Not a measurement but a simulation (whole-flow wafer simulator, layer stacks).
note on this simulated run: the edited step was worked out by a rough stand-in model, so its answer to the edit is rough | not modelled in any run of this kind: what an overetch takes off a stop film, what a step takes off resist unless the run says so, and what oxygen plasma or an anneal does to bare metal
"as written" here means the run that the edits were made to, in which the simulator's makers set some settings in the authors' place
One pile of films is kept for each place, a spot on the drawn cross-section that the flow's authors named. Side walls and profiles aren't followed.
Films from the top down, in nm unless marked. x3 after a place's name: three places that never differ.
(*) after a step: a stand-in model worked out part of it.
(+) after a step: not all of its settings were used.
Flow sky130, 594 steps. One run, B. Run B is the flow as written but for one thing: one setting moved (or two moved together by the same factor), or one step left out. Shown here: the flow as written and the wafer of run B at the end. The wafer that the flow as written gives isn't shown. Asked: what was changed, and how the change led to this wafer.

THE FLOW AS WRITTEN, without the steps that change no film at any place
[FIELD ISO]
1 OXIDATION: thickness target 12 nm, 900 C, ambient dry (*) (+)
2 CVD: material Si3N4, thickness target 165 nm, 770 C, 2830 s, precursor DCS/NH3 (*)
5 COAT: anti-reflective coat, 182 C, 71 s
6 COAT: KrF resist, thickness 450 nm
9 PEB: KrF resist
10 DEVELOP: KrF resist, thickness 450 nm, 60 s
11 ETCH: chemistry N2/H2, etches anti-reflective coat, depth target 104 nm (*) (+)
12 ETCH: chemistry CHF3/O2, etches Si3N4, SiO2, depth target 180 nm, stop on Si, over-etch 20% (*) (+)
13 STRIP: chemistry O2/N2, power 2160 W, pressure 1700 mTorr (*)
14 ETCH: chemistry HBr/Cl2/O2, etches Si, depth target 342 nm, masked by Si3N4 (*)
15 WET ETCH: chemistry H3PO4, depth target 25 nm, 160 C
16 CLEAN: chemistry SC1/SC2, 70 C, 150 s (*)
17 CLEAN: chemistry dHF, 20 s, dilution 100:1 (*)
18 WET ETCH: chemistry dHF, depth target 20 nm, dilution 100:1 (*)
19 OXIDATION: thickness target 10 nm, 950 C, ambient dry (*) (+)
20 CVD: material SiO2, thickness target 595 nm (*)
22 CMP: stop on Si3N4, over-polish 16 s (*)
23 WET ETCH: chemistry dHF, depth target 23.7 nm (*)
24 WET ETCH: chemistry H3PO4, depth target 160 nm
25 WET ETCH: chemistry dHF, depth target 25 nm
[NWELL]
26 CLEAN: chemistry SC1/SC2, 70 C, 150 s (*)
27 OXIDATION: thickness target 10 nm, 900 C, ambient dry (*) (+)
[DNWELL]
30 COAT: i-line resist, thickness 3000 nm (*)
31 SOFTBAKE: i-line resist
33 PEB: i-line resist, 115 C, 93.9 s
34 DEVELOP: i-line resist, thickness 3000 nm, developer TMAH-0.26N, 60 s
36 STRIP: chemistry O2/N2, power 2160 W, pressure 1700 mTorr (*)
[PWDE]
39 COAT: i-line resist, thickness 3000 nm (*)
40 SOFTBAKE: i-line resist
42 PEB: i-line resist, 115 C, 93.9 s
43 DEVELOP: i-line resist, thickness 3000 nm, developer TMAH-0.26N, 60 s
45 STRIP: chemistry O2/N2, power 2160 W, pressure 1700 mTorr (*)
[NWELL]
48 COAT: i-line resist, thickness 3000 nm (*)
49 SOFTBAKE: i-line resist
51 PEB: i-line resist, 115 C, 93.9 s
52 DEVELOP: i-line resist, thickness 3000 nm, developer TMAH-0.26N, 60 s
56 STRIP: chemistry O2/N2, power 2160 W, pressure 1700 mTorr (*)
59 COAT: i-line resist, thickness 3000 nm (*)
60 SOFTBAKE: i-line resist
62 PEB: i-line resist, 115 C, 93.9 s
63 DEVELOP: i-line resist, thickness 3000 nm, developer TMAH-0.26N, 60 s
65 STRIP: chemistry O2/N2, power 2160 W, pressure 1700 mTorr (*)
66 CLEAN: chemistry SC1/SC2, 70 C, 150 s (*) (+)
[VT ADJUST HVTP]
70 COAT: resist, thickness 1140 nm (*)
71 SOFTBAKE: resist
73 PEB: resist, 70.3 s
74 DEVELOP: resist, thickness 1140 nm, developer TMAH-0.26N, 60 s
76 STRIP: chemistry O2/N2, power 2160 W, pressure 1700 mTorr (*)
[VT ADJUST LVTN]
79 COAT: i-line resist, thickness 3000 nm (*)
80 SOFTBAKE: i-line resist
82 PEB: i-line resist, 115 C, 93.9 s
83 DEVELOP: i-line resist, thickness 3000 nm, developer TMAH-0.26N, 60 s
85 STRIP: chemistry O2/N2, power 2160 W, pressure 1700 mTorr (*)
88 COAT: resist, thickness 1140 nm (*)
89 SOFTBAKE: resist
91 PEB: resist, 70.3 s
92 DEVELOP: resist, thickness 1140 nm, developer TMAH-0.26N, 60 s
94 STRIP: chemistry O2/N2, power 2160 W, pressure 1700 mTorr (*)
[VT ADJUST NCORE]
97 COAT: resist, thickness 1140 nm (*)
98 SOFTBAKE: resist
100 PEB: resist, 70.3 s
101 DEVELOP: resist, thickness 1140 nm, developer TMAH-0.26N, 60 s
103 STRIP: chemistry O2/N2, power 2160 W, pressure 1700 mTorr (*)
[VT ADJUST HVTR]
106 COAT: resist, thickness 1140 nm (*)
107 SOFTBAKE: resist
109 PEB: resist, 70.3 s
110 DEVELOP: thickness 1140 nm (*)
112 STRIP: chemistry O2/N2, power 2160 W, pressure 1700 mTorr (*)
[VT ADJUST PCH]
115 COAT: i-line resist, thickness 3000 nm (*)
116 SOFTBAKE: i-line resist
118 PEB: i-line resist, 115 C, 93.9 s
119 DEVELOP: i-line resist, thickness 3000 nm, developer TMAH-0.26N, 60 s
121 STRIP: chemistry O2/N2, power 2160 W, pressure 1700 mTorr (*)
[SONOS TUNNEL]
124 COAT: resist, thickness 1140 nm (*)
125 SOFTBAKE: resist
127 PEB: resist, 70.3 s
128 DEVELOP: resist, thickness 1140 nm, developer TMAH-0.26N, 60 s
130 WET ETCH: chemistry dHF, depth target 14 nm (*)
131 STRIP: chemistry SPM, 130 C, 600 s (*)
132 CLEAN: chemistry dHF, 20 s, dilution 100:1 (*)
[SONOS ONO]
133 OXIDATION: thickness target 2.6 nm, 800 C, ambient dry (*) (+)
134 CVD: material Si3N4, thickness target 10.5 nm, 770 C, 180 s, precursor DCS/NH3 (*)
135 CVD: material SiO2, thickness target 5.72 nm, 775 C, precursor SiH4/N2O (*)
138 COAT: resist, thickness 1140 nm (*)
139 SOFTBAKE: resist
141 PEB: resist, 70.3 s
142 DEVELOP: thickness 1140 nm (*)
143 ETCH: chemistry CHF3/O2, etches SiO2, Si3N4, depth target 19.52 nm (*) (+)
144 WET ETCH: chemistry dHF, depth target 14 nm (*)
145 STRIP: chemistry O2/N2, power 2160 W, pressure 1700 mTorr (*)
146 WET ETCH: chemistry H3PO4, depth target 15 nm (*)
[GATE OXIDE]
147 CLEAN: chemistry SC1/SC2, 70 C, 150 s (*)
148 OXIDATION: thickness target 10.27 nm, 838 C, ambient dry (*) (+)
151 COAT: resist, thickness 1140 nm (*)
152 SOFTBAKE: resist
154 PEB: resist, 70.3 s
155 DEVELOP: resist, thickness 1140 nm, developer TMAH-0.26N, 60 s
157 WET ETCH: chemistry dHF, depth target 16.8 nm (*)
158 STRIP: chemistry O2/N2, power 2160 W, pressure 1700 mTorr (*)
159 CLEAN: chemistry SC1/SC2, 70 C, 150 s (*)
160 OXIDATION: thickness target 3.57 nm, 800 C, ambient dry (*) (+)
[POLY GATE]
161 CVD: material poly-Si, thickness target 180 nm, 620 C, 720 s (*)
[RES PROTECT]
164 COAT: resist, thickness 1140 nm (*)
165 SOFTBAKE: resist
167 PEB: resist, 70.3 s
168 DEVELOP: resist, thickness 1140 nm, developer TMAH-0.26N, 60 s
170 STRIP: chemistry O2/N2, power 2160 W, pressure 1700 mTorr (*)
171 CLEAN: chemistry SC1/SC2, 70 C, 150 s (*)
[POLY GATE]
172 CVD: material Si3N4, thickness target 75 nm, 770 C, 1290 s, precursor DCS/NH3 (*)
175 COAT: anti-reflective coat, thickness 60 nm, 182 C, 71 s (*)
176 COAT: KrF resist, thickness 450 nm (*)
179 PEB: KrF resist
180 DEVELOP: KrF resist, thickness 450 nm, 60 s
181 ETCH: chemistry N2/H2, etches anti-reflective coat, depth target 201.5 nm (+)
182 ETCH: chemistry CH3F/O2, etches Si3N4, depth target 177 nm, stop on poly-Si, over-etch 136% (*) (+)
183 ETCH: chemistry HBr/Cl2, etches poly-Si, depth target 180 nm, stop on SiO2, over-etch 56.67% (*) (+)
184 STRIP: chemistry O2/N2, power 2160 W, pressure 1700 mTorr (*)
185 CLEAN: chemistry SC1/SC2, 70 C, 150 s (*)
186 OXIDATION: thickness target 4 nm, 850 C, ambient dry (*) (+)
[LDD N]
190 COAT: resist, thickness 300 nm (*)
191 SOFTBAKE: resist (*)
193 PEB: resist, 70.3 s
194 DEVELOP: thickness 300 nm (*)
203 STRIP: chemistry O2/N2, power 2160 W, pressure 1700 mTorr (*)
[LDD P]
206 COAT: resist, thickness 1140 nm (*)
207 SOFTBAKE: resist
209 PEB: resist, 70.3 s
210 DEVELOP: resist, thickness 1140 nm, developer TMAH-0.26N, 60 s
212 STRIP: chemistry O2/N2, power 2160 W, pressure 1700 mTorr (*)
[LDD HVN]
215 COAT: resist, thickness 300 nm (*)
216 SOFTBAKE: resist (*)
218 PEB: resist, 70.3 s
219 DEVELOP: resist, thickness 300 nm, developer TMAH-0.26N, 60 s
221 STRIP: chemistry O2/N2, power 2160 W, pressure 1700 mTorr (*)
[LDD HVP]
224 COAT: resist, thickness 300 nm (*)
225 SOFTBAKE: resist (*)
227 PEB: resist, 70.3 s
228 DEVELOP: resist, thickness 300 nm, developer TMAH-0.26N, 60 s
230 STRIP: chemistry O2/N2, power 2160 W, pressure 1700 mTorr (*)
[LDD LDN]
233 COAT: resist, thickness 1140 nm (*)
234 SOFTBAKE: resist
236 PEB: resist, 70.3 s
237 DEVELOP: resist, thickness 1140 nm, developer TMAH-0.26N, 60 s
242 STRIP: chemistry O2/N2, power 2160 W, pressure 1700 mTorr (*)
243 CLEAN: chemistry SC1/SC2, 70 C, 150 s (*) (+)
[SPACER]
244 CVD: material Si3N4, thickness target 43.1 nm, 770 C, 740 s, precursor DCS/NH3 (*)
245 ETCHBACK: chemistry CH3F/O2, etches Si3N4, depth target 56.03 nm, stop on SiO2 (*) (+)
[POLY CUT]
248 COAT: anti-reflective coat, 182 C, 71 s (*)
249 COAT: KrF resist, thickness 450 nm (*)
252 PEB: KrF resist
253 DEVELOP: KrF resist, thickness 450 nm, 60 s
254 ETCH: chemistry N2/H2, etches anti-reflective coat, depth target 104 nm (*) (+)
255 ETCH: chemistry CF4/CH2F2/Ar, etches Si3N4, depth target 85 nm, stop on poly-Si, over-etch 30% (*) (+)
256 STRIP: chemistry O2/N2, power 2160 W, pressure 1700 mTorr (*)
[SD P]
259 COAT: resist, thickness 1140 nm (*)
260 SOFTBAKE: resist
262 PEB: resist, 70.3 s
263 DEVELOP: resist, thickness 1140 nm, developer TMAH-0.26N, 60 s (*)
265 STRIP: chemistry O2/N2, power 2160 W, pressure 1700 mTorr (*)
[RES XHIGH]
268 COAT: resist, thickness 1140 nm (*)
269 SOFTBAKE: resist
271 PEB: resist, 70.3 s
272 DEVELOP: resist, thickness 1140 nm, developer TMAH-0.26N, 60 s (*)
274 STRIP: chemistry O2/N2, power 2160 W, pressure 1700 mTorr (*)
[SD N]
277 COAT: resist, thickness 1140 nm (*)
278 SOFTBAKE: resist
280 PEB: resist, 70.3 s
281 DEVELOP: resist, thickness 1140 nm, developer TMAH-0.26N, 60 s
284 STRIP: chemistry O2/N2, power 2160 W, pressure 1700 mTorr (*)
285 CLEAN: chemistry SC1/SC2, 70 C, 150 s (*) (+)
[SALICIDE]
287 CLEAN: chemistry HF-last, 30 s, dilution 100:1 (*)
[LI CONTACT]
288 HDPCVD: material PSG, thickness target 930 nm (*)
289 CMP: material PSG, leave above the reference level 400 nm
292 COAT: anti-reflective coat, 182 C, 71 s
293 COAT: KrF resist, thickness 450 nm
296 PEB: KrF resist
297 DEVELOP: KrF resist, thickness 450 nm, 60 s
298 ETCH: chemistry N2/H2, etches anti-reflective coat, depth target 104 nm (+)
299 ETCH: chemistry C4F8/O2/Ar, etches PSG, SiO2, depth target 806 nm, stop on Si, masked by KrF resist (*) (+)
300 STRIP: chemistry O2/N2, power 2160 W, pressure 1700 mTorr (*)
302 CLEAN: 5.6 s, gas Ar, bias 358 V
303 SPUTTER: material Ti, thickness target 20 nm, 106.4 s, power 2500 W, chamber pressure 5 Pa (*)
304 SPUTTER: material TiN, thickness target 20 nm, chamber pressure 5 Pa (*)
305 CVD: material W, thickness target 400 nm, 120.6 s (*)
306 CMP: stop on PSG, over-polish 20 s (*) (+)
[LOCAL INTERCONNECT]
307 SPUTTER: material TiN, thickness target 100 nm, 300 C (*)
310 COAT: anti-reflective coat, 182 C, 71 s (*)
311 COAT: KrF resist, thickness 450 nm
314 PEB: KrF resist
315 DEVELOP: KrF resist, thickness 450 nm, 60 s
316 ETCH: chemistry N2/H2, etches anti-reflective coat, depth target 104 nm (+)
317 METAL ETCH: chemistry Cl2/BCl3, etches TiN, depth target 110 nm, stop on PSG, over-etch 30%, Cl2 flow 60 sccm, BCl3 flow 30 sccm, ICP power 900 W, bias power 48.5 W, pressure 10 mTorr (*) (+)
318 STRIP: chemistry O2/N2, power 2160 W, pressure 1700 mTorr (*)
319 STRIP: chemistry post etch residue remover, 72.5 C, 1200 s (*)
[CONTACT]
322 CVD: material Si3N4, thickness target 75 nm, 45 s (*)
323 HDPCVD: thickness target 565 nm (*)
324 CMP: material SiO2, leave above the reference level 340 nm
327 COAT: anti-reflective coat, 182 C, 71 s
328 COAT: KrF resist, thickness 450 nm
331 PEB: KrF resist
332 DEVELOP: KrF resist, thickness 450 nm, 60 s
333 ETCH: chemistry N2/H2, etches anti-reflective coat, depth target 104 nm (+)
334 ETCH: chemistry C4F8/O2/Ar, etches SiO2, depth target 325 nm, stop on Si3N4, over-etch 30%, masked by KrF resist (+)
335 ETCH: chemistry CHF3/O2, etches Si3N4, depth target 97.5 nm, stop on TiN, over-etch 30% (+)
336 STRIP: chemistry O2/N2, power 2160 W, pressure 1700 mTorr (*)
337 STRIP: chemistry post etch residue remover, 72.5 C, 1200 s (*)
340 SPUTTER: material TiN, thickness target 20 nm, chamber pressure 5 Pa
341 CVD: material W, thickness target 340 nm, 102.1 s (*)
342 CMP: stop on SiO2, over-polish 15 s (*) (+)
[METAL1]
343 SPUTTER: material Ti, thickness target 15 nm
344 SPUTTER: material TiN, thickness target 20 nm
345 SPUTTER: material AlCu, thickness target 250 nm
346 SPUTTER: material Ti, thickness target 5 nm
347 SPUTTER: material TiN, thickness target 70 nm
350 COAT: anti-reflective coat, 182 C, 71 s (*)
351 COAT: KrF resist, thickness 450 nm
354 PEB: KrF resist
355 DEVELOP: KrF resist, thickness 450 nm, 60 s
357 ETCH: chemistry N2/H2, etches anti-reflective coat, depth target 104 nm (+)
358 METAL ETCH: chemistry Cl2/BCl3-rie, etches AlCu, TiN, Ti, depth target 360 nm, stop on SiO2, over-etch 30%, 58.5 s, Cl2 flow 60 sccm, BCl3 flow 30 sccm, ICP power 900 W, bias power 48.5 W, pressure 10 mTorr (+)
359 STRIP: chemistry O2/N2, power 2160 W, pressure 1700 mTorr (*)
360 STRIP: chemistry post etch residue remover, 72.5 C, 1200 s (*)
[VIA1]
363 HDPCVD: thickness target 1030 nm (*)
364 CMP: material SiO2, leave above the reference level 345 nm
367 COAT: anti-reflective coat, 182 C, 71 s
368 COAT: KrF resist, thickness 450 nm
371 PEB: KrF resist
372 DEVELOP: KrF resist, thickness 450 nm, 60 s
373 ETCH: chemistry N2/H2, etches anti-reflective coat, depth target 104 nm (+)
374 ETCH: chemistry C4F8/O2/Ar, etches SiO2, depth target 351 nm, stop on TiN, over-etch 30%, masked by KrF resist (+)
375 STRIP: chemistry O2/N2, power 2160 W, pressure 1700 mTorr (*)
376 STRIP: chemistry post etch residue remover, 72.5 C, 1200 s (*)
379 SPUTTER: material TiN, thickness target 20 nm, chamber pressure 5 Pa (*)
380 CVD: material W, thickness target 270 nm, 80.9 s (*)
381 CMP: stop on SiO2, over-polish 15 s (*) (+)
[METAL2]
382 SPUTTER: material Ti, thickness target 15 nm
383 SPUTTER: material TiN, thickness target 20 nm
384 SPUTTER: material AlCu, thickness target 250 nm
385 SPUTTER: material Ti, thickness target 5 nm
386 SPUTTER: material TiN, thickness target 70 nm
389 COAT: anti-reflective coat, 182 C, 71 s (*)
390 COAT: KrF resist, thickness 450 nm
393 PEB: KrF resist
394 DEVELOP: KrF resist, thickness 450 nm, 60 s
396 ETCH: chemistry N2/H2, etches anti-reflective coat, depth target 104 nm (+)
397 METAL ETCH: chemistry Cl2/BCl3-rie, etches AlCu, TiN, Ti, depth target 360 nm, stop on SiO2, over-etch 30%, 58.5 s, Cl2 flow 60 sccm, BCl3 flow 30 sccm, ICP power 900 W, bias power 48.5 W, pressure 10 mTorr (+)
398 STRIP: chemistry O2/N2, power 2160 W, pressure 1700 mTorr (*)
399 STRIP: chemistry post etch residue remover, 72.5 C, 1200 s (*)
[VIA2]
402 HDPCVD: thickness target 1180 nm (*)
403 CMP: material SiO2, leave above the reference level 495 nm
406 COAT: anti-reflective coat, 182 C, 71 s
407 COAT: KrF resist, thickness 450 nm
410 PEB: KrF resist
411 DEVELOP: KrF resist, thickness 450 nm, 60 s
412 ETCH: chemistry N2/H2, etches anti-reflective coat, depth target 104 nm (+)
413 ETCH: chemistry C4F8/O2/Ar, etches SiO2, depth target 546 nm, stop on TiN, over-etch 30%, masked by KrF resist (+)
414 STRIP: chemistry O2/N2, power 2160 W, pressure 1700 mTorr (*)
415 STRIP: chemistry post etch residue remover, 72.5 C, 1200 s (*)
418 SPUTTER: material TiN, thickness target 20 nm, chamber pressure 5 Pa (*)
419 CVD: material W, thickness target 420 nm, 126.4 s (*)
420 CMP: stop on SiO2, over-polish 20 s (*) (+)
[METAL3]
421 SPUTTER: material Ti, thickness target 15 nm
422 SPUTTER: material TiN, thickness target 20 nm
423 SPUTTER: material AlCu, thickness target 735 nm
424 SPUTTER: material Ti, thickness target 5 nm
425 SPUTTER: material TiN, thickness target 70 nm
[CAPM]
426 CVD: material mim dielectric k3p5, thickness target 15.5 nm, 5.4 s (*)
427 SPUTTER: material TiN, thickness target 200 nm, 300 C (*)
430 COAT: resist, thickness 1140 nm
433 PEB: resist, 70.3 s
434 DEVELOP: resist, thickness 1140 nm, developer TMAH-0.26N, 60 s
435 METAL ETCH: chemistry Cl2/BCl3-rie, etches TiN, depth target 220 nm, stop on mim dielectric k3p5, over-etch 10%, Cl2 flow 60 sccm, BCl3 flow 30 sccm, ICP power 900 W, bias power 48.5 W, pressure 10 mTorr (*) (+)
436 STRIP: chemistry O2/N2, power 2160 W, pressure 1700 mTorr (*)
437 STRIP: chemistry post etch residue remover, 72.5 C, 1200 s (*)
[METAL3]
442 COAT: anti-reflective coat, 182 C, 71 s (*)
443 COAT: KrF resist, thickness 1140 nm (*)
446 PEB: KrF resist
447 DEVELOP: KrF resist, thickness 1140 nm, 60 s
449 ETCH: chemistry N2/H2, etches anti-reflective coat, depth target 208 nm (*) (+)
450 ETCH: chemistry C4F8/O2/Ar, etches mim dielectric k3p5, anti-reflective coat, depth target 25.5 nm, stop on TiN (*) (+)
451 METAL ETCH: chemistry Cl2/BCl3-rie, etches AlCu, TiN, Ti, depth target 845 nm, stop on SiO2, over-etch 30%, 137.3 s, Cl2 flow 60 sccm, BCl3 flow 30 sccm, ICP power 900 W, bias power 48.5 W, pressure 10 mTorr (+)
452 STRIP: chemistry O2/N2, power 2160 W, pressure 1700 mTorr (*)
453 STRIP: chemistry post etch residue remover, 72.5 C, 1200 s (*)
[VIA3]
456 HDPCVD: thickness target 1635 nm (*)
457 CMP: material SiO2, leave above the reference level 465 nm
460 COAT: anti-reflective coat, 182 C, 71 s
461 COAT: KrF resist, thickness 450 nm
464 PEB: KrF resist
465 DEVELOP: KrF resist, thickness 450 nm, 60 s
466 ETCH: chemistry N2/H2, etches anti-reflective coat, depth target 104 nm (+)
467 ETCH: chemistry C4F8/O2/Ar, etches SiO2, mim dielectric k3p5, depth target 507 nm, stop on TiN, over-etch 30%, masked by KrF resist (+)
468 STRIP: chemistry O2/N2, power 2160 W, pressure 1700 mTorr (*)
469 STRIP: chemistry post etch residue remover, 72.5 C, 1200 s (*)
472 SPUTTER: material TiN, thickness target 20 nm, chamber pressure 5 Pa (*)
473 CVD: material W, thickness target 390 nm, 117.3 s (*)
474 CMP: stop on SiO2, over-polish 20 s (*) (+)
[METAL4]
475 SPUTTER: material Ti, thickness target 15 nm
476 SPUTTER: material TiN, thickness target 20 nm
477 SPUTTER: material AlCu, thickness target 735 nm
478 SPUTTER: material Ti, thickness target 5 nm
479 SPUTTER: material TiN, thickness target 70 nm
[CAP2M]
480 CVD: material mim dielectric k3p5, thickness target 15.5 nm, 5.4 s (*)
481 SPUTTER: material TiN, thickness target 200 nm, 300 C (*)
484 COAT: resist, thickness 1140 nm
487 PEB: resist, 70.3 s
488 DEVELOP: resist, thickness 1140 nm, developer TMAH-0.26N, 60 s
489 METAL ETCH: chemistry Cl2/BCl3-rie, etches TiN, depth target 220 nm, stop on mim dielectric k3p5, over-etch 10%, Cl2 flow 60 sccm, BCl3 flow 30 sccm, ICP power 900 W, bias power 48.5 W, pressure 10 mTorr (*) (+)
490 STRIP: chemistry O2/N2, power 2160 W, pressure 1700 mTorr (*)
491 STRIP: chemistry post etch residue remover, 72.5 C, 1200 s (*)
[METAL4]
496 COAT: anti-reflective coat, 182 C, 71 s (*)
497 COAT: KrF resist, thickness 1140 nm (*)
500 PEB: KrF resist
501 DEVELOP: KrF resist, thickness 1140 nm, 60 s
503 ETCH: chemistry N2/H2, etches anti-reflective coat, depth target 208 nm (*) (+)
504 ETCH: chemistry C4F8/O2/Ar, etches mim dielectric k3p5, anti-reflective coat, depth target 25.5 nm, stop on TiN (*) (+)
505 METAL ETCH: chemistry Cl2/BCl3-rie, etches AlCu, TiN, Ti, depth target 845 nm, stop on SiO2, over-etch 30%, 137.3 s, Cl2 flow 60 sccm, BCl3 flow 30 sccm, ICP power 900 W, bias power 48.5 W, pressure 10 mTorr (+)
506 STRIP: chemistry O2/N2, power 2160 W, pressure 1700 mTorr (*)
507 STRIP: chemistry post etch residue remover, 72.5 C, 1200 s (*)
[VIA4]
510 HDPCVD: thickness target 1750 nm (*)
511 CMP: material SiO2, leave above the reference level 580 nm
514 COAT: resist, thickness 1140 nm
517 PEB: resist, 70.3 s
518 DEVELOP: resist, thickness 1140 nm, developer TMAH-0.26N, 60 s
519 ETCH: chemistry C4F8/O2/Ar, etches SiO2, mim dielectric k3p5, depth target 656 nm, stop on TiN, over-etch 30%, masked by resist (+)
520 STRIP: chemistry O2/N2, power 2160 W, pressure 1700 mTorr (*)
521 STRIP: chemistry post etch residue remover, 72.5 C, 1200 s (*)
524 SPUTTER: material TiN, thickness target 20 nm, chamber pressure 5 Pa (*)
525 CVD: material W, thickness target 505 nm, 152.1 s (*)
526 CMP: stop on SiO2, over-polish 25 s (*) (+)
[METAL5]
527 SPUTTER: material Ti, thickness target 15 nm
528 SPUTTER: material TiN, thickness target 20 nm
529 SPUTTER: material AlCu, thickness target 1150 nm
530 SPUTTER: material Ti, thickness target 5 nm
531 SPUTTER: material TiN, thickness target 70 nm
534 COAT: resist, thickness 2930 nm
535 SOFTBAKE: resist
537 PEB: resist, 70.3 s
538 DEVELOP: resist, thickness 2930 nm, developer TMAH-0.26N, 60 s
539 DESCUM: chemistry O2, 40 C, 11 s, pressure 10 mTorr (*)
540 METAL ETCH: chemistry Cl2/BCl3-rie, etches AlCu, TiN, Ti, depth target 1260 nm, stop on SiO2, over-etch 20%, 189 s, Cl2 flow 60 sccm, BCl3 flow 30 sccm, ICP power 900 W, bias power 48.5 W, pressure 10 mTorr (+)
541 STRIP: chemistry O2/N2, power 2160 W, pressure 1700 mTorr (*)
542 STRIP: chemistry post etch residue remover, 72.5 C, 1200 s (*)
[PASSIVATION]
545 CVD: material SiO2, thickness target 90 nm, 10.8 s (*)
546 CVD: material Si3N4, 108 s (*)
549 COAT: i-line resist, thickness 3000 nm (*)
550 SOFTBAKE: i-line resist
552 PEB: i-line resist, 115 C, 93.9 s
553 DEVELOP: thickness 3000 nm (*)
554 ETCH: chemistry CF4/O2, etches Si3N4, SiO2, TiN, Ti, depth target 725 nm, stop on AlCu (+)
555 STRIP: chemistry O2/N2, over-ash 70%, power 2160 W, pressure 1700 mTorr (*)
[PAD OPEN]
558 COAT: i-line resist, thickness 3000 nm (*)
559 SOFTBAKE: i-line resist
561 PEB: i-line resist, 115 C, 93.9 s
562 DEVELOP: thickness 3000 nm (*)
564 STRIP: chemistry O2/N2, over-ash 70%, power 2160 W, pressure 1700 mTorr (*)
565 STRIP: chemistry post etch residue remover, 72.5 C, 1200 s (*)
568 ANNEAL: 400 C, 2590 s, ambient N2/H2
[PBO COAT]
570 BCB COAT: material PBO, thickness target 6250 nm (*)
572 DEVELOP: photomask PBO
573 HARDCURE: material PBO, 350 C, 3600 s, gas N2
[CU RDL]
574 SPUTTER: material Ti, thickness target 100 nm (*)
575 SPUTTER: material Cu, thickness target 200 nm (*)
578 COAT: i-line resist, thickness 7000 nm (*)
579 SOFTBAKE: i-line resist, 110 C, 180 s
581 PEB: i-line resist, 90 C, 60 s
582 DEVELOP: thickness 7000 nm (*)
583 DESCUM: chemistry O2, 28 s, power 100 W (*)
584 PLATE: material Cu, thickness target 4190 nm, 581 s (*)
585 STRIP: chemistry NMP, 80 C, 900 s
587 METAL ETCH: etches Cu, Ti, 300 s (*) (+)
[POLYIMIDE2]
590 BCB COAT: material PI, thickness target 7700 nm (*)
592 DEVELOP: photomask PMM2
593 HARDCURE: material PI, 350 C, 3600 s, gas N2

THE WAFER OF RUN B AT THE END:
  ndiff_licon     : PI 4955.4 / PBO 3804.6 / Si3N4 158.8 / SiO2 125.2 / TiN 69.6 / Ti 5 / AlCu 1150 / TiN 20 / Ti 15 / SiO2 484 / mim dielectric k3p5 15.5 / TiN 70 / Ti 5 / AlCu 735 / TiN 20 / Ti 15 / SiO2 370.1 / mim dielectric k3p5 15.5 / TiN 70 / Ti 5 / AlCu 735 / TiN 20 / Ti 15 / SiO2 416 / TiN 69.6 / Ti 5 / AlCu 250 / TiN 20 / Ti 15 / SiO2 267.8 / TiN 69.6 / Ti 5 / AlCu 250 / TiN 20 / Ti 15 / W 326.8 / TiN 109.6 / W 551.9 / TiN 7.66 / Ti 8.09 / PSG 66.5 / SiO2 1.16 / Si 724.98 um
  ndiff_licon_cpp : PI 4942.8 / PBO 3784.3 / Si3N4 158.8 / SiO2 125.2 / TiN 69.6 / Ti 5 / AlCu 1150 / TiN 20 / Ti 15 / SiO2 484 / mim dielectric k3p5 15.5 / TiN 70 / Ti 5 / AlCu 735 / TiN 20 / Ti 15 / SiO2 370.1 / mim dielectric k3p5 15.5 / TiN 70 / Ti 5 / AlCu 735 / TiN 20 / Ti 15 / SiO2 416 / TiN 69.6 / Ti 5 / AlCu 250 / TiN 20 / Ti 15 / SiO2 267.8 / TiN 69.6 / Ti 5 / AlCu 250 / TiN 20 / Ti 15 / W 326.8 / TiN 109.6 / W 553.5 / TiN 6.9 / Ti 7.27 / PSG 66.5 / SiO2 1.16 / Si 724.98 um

The cause: step 299, ETCH: depth target 572 nm was run, where the flow has depth target 806 nm.

How the change led to this, step by step:
  299 ETCH: chemistry C4F8/O2/Ar, etches PSG, SiO2, depth target 806 nm, stop on Si, masked by KrF resist (*) (+)
      contact, ndiff_licon, ndiff_licon_cpp: PSG -572 (as written it would be: PSG -643.6 (all of it), SiO2 -1.16 (all of it))
      field, active, n_well and 184 more: KrF resist -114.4 (as written it would be: KrF resist -161.2)
  300 STRIP: chemistry O2/N2, power 2160 W, pressure 1700 mTorr (*)
      contact, ndiff_licon, ndiff_licon_cpp: nothing (as written it would be: chemical SiO2 +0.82 (new film), Si -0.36)
      field, active, n_well and 184 more: KrF resist -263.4 (all of it), anti-reflective coat -80 (all of it) (as written it would be: KrF resist -216.6 (all of it), anti-reflective coat -80 (all of it))
  302 CLEAN: 5.6 s, gas Ar, bias 358 V
      contact, ndiff_licon, ndiff_licon_cpp: PSG -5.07 (as written it would be: chemical SiO2 -0.82 (all of it))
  303 SPUTTER: material Ti, thickness target 20 nm, 106.4 s, power 2500 W, chamber pressure 5 Pa (*)
      ndiff_licon: Ti +8.09 (new film) (as written it would be: Ti +7.24 (new film))
      ndiff_licon_cpp: Ti +7.27 (new film) (as written it would be: Ti +6.53 (new film))
  304 SPUTTER: material TiN, thickness target 20 nm, chamber pressure 5 Pa (*)
      ndiff_licon: TiN +7.66 (new film) (as written it would be: TiN +6.83 (new film))
      ndiff_licon_cpp: TiN +6.9 (new film) (as written it would be: TiN +6.17 (new film))
  305 CVD: material W, thickness target 400 nm, 120.6 s (*)
      ndiff_licon: W +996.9 (new film) (as written it would be: W +1066.5 (new film))
      ndiff_licon_cpp: W +998.5 (new film) (as written it would be: W +1067.9 (new film))
  568 ANNEAL: 400 C, 2590 s, ambient N2/H2
      ndiff_licon, ndiff_licon_cpp: nothing (as written it would be: under 37 films: void +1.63 (new film), Ti -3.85, TiSi first +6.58 (new film), Si -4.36)
Counting metal films that touch as one body, ndiff_licon has 5 bodies (between them, from the top down: SiO2 484 / mim dielectric k3p5 15.5; SiO2 370.1 / mim dielectric k3p5 15.5; SiO2 416; SiO2 267.8); the flow as written gives 6 bodies (between them, from the top down: SiO2 484 / mim dielectric k3p5 15.5; SiO2 370.1 / mim dielectric k3p5 15.5; SiO2 416; SiO2 267.8; void 1.78).
Counting metal films that touch as one body, ndiff_licon_cpp has 5 bodies (between them, from the top down: SiO2 484 / mim dielectric k3p5 15.5; SiO2 370.1 / mim dielectric k3p5 15.5; SiO2 416; SiO2 267.8); the flow as written gives 6 bodies (between them, from the top down: SiO2 484 / mim dielectric k3p5 15.5; SiO2 370.1 / mim dielectric k3p5 15.5; SiO2 416; SiO2 267.8; void 1.78).
